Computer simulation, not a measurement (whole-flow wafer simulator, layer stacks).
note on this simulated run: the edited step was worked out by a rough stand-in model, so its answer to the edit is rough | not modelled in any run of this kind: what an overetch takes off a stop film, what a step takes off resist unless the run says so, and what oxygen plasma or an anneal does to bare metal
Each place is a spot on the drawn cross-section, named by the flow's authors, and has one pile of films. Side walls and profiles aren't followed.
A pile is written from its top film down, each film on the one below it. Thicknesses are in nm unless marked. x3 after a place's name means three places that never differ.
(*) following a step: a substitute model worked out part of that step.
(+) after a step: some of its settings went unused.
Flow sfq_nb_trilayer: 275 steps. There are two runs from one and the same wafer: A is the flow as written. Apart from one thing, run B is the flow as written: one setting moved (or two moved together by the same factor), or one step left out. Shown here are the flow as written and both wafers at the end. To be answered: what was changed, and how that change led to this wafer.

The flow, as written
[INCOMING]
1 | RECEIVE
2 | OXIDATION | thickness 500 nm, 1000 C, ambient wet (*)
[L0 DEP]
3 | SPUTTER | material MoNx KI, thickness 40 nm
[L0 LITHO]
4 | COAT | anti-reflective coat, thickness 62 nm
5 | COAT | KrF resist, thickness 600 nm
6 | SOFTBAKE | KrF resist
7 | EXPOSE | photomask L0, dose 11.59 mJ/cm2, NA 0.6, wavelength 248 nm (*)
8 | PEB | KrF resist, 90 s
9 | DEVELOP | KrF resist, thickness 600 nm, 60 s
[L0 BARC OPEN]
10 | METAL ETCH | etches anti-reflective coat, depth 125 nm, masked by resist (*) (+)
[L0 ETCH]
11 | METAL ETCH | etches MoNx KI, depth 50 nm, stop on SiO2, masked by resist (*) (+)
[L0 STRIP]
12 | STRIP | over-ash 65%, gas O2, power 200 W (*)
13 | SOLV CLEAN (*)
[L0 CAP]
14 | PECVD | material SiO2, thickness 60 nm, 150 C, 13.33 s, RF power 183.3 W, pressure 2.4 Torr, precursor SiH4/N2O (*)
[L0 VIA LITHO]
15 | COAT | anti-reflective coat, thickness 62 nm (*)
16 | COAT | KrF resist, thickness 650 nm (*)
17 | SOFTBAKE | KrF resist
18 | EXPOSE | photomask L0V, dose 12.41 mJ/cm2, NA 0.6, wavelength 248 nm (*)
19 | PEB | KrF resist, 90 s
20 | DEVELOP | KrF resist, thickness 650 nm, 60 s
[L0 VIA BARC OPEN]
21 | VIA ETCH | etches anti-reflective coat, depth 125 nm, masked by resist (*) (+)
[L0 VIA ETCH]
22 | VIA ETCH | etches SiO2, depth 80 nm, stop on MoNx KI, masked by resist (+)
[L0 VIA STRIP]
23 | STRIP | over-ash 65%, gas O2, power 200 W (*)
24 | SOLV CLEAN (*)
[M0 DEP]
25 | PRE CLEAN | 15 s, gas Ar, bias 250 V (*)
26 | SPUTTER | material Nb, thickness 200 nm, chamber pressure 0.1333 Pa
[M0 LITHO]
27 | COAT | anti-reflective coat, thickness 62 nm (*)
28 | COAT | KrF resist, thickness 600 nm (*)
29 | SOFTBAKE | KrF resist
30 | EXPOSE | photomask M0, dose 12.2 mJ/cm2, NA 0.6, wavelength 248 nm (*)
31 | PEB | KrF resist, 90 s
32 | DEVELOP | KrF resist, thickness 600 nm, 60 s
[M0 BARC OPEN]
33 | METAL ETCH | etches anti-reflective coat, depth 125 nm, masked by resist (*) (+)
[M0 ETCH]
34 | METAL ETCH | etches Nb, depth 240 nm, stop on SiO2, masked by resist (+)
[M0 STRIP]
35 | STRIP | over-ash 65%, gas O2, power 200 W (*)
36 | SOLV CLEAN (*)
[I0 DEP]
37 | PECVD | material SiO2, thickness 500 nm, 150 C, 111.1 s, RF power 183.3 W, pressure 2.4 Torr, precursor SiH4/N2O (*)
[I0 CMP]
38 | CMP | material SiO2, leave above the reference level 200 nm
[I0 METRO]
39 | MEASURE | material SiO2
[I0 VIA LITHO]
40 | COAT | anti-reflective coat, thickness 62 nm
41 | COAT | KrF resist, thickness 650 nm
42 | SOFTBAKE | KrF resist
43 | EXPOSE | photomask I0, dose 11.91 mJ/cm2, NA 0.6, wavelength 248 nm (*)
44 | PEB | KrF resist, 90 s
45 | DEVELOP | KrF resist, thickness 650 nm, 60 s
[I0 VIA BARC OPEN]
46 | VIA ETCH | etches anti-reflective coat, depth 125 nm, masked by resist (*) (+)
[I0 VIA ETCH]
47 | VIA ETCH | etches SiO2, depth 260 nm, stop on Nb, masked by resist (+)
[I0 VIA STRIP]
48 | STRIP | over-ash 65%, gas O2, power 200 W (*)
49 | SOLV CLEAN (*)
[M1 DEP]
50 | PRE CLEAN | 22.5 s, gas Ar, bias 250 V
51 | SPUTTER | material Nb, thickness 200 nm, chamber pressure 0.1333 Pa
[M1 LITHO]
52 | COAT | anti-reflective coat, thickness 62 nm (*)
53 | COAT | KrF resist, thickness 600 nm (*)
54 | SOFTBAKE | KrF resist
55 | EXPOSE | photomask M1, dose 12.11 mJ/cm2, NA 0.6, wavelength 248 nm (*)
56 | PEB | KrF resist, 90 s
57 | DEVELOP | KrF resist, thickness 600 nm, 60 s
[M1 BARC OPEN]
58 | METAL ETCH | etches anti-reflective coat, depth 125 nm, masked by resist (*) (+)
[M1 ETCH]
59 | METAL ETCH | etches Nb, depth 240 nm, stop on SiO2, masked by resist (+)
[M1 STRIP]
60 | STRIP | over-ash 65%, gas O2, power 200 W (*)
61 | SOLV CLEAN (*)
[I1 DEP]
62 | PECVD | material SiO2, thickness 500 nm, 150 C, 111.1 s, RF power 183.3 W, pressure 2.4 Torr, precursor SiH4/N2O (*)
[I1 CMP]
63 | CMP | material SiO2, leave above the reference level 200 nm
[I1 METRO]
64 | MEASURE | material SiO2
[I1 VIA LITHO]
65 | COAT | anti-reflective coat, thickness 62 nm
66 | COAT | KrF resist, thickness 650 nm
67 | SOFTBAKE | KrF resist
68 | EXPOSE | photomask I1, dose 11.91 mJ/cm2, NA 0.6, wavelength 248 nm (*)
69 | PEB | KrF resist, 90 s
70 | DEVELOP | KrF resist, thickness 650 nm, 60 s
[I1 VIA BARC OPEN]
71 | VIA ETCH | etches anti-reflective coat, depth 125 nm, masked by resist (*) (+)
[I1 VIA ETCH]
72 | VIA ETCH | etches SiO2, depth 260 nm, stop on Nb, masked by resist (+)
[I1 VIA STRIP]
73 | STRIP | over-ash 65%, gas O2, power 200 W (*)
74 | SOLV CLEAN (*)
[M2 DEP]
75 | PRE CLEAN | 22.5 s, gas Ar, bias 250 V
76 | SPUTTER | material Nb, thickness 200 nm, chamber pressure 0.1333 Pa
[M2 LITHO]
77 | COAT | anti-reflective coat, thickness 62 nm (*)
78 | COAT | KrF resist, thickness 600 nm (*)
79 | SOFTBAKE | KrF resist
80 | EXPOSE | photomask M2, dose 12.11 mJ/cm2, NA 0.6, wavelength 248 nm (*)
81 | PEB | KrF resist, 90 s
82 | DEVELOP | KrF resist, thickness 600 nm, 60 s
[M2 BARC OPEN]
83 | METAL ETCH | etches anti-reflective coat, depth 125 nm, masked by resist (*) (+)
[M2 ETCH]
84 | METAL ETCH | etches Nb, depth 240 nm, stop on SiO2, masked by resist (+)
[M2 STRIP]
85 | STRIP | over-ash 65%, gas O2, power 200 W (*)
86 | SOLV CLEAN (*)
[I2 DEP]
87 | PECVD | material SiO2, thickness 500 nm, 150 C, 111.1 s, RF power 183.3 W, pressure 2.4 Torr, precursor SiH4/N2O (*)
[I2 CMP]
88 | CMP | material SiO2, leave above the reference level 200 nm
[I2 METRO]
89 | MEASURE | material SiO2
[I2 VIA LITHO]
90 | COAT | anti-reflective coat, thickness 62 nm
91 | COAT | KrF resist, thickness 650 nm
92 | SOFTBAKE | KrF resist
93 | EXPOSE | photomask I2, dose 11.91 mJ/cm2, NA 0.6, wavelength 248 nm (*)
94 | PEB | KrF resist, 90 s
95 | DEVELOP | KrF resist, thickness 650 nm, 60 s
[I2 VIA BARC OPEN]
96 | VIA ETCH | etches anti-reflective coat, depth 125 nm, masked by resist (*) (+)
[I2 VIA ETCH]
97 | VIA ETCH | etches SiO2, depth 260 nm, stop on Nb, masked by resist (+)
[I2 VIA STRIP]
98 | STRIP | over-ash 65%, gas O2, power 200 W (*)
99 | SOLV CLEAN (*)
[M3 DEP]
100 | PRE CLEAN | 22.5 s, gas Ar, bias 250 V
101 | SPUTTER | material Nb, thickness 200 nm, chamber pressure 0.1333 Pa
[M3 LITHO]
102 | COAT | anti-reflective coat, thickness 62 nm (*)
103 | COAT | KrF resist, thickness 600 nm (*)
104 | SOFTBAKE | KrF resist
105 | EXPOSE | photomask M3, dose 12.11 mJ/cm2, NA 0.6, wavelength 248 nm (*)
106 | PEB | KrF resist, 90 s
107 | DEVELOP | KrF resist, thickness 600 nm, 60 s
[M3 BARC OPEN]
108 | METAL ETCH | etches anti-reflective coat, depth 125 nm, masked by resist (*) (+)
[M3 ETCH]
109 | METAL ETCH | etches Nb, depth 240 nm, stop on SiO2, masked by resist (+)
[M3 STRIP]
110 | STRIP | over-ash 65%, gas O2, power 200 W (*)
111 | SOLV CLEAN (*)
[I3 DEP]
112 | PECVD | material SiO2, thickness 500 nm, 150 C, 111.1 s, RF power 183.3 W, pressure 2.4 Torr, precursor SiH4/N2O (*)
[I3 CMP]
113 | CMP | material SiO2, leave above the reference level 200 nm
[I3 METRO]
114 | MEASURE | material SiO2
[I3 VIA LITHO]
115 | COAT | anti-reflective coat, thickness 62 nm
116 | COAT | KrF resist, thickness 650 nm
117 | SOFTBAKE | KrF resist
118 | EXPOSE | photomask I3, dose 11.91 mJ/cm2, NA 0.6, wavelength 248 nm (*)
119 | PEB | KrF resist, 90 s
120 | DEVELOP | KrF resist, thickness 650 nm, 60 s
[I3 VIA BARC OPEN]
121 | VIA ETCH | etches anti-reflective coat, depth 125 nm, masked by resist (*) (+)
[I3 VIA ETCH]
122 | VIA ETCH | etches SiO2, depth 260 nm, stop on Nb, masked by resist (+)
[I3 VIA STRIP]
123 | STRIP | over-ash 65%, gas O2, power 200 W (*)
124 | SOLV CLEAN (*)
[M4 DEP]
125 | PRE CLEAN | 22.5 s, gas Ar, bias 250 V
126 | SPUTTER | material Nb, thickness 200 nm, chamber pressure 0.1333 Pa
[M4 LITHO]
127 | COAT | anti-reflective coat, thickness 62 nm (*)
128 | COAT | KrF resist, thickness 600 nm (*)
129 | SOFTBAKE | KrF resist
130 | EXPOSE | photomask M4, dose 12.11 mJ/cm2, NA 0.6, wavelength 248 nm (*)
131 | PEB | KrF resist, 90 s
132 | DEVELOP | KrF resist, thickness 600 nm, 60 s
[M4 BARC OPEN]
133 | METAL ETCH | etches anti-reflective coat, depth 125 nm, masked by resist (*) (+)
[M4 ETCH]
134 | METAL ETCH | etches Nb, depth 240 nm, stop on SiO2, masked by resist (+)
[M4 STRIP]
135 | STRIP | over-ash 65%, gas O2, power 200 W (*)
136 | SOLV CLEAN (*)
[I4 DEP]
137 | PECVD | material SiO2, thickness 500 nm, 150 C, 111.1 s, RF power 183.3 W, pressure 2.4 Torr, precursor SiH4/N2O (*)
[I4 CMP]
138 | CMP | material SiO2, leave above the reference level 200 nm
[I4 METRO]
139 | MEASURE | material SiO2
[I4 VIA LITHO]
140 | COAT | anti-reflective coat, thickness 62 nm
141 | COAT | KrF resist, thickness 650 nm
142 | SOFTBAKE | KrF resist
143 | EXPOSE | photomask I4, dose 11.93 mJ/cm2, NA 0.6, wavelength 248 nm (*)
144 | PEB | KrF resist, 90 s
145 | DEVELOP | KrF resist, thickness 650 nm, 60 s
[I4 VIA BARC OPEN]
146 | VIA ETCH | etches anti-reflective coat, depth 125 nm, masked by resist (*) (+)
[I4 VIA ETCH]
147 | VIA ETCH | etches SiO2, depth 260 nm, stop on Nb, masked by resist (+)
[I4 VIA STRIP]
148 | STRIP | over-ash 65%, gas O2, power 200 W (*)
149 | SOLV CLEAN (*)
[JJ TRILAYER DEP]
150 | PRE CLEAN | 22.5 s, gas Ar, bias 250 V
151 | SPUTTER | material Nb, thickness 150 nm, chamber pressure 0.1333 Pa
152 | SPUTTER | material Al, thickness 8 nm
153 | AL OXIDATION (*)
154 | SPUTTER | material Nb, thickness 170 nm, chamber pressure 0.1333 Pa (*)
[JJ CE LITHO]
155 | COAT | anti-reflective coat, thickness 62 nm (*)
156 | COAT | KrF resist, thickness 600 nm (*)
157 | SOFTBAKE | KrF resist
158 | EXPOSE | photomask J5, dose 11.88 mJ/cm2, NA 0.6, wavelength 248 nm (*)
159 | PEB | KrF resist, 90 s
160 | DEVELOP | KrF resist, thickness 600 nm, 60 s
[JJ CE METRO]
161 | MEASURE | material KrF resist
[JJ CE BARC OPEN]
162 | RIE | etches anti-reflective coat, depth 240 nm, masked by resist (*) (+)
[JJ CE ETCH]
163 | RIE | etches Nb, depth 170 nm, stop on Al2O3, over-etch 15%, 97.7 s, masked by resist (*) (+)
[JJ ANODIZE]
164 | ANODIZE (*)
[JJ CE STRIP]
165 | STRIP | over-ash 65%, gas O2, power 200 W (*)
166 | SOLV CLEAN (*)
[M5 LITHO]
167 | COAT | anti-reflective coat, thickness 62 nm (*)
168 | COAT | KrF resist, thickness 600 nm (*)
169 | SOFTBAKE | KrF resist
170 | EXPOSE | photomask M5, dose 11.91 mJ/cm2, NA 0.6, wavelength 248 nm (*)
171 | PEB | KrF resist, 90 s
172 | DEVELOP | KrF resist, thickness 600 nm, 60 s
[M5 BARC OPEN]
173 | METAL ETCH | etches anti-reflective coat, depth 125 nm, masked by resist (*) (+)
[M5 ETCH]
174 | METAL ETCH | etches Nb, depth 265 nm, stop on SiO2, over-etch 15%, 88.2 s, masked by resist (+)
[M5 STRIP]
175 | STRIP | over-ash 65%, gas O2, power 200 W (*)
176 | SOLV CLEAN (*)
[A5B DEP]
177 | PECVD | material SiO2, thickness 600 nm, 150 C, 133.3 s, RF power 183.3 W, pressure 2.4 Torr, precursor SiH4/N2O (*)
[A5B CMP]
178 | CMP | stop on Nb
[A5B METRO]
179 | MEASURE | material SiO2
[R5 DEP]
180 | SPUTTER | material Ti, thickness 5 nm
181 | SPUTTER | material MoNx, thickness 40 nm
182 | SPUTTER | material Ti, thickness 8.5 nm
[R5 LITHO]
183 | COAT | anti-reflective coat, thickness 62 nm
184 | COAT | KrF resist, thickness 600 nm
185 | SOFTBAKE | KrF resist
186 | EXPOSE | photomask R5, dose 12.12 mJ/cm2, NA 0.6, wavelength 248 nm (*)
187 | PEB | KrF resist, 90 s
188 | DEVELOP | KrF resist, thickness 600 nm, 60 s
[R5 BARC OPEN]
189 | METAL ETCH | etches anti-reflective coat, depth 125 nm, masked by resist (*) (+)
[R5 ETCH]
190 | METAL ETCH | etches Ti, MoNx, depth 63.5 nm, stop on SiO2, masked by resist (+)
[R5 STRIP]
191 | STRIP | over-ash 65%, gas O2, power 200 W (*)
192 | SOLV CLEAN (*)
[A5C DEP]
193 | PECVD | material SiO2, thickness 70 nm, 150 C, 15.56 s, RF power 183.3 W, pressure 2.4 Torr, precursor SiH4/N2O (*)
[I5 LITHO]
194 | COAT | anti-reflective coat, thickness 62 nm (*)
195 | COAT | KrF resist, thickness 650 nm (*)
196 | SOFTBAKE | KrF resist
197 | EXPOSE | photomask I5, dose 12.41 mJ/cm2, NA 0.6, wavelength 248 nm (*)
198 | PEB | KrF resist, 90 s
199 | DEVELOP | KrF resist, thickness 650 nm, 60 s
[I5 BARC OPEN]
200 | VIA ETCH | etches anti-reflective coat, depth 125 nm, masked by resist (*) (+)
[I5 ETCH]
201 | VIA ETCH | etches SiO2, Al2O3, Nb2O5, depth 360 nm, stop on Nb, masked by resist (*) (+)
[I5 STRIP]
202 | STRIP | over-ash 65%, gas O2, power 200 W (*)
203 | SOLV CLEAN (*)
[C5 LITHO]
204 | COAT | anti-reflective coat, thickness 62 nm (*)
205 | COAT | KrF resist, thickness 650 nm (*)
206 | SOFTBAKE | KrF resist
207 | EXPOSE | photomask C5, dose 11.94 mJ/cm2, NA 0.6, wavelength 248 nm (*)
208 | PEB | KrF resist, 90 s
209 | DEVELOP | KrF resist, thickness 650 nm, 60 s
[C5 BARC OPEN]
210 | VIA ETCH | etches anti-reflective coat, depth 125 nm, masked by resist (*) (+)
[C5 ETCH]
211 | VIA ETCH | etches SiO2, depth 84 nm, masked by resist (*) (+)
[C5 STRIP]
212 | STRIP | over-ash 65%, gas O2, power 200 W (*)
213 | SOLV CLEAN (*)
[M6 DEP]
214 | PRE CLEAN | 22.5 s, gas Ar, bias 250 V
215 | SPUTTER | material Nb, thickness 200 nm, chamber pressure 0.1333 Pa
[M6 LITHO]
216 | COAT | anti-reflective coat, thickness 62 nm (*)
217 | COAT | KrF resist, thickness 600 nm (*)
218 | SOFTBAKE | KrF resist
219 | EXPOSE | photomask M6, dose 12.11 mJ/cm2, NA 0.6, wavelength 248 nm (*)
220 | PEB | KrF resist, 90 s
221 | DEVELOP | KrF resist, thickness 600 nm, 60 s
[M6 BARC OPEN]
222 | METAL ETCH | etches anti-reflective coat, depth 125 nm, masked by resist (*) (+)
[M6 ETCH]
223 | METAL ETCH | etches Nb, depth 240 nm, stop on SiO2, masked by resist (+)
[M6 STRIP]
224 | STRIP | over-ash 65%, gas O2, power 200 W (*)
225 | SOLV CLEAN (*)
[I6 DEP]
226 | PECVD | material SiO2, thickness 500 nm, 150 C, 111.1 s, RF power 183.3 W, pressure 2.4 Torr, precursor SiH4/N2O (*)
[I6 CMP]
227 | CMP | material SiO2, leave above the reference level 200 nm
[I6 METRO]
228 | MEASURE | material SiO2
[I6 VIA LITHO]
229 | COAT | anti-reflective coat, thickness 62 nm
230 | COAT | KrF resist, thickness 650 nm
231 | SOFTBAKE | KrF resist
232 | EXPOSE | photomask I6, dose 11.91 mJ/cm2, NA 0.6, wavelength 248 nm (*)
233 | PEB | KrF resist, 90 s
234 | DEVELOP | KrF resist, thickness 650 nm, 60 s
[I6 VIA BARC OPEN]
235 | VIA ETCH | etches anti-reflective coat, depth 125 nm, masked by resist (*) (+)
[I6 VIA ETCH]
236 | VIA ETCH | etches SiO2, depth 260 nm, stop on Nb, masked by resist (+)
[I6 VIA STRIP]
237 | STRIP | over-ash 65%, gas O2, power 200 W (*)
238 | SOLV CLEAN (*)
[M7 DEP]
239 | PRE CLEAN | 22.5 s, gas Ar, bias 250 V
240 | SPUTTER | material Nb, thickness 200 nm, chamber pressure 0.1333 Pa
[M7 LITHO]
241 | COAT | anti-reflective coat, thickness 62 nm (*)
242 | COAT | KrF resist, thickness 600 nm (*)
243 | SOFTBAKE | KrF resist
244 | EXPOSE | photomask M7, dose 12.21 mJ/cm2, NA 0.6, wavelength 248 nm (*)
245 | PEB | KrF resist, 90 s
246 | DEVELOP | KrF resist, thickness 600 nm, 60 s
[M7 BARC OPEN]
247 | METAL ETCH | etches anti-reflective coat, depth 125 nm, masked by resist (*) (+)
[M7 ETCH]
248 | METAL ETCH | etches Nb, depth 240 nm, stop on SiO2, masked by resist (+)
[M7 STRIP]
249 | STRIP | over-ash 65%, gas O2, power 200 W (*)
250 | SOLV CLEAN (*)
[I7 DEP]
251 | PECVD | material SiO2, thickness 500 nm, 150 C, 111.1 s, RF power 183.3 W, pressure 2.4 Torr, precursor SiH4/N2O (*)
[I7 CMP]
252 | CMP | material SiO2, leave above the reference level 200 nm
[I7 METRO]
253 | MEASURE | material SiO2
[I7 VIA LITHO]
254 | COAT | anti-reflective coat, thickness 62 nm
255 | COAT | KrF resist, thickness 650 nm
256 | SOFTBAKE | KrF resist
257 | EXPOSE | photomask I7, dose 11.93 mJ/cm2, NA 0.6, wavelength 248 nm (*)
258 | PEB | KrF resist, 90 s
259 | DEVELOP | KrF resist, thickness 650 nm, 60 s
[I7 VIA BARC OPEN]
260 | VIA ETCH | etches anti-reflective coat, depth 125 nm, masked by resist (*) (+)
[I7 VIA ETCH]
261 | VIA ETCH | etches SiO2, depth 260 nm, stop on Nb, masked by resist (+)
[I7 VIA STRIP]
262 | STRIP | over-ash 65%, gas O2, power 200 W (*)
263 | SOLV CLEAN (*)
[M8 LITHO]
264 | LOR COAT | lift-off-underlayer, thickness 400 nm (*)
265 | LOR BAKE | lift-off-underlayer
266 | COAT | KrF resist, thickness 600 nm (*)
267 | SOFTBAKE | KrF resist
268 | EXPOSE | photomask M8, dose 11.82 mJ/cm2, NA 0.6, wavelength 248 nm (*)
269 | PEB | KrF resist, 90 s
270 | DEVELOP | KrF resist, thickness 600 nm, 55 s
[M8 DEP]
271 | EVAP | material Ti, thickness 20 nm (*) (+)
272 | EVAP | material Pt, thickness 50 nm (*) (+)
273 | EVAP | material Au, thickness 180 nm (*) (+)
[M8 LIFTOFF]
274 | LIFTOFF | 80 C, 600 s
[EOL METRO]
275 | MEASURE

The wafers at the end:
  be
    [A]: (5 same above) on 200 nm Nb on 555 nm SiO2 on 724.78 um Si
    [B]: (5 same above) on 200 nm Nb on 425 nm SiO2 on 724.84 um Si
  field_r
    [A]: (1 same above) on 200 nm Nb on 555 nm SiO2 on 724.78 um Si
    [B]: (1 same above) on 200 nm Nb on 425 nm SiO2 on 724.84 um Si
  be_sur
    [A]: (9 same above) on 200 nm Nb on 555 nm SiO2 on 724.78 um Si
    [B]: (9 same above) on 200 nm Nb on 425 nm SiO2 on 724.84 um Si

Cause: step 2, OXIDATION: thickness 370 nm was run, while the flow as written has thickness 500 nm.

Step by step, how the change led to this:
  2 | OXIDATION | thickness 500 nm, 1000 C, ambient wet (*)
      field_l, v_sur, via_wl and 103 more: A +500 SiO2 (new film), -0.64 chemical SiO2 (all of it), -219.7 Si | B +370 SiO2 (new film), -0.64 chemical SiO2 (all of it), -162.5 Si
